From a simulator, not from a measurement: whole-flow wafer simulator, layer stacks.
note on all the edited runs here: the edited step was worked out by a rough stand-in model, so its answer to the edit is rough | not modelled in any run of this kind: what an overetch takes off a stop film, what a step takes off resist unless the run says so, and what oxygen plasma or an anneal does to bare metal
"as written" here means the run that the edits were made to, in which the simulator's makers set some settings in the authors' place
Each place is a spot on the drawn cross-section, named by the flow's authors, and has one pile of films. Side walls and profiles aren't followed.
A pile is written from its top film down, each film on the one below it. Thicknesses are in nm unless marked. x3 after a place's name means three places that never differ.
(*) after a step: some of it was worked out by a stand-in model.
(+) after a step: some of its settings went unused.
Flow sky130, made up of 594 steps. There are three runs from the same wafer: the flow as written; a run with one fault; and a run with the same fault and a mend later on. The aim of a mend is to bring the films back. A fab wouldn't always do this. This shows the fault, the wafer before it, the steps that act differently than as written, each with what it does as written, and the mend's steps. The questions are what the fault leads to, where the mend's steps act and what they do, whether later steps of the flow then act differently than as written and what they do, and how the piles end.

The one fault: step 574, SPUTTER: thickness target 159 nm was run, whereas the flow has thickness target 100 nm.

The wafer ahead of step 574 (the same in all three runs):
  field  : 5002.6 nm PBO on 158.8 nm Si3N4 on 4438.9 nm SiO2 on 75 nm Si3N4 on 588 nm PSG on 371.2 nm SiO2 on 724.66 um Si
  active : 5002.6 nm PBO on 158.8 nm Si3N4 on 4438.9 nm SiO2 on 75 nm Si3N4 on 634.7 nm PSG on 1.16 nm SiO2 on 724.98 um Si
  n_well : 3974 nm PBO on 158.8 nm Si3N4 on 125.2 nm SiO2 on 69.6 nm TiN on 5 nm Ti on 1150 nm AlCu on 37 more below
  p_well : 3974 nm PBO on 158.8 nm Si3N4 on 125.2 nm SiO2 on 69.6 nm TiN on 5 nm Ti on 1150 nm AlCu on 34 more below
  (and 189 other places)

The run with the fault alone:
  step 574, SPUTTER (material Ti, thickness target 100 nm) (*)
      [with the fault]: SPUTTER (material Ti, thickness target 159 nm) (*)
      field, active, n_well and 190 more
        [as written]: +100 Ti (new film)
        [with the fault]: +159 Ti (new film)
  Steps later in the flow that act otherwise than as written (7 more steps, not shown, differ only slightly: by at most 2% or 0.5 nm, whichever is larger):
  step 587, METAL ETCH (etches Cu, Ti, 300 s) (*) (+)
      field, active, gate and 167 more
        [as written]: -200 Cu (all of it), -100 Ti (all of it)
        [with the fault]: -200 Cu (all of it), -159 Ti (all of it)
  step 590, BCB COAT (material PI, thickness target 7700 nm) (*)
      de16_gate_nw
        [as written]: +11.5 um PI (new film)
        [with the fault]: +11.56 um PI (new film)
  The piles end different from the flow's at n_well, p_well, sd_n and 20 more by more than 2% or 0.5 nm, whichever is larger.
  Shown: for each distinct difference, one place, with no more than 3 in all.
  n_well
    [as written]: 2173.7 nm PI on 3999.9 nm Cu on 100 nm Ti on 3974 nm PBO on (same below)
    [with the fault]: 2135.3 nm PI on 3999.9 nm Cu on 159 nm Ti on 3974 nm PBO on (same below)
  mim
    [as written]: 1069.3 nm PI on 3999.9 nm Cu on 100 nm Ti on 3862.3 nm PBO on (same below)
    [with the fault]: 1014.1 nm PI on 3999.9 nm Cu on 159 nm Ti on 3862.3 nm PBO on (same below)
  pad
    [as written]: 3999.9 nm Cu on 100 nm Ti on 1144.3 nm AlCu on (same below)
    [with the fault]: 3999.9 nm Cu on 159 nm Ti on 1144.3 nm AlCu on (same below)

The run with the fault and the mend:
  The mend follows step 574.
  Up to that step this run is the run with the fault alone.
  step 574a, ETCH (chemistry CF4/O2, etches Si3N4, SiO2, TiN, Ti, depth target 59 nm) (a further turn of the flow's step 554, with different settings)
      field, active, n_well and 190 more
        -59 Ti
  Later steps of the flow that are run all act as written at every place that is followed, up to a difference of at most 2% or 0.5 nm, whichever is larger.
  By the end, the piles equal the flow's at every place that both follow.
